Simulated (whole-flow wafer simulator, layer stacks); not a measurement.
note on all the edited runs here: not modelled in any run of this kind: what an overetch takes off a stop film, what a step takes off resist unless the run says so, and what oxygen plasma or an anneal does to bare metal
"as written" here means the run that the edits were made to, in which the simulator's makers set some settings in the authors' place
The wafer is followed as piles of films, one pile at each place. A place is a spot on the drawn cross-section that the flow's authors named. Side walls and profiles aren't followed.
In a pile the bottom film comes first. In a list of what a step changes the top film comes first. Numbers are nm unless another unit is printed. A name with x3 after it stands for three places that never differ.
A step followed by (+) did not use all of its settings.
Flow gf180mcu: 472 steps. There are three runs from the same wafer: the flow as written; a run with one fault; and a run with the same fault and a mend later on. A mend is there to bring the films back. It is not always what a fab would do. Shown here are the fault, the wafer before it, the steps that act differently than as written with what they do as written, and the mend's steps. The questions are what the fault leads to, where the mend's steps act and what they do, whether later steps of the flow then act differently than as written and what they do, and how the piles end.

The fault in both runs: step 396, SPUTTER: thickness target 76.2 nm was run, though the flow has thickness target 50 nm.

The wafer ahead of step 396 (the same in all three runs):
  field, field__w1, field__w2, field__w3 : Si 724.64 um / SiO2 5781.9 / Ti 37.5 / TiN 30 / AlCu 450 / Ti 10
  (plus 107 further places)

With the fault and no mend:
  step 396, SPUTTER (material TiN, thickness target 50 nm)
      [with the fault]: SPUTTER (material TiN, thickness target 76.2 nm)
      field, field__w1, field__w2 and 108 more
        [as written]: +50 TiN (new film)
        [with the fault]: +76.2 TiN (new film)
  Steps further on in the flow that do not act as written (1 more step, not shown, differs only slightly: by at most 2% or 0.5 nm, whichever is larger):
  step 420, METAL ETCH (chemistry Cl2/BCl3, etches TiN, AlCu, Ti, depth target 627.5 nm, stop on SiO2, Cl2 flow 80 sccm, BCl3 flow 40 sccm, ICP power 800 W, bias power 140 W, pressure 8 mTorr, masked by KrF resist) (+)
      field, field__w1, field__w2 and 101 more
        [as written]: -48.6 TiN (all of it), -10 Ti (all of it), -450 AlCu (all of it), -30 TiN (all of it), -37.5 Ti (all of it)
        [with the fault]: -74.8 TiN (all of it), -10 Ti (all of it), -450 AlCu (all of it), -30 TiN (all of it), -37.5 Ti (all of it)
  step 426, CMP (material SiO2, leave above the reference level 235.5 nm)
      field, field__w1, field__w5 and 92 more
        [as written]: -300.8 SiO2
        [with the fault]: -274.6 SiO2
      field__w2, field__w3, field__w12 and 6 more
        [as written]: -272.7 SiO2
        [with the fault]: -245.3 SiO2
  The piles end different from the flow's at field__w4, field__w8, contact, m1, m1__w1, mim, mim_1p0, m1_nw by more than 2% or 0.5 nm, whichever is larger.
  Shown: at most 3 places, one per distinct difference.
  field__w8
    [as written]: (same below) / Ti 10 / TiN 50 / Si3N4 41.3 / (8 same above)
    [with the fault]: (same below) / Ti 10 / TiN 76.2 / Si3N4 41.3 / (8 same above)
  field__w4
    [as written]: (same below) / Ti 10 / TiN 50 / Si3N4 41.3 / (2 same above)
    [with the fault]: (same below) / Ti 10 / TiN 76.2 / Si3N4 41.3 / (2 same above)
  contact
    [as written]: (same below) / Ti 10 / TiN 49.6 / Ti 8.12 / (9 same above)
    [with the fault]: (same below) / Ti 10 / TiN 75.8 / Ti 8.12 / (9 same above)

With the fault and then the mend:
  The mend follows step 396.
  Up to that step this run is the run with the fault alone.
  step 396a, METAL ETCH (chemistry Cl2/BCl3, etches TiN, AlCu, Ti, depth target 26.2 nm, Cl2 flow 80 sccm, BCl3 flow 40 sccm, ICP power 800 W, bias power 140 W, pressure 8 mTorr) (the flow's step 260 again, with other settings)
      field, field__w1, field__w2 and 108 more
        -26.2 TiN
  Every later step of the flow that is run acts as written at every place that is followed.
  At every place that both follow, the piles at the end match the flow's.
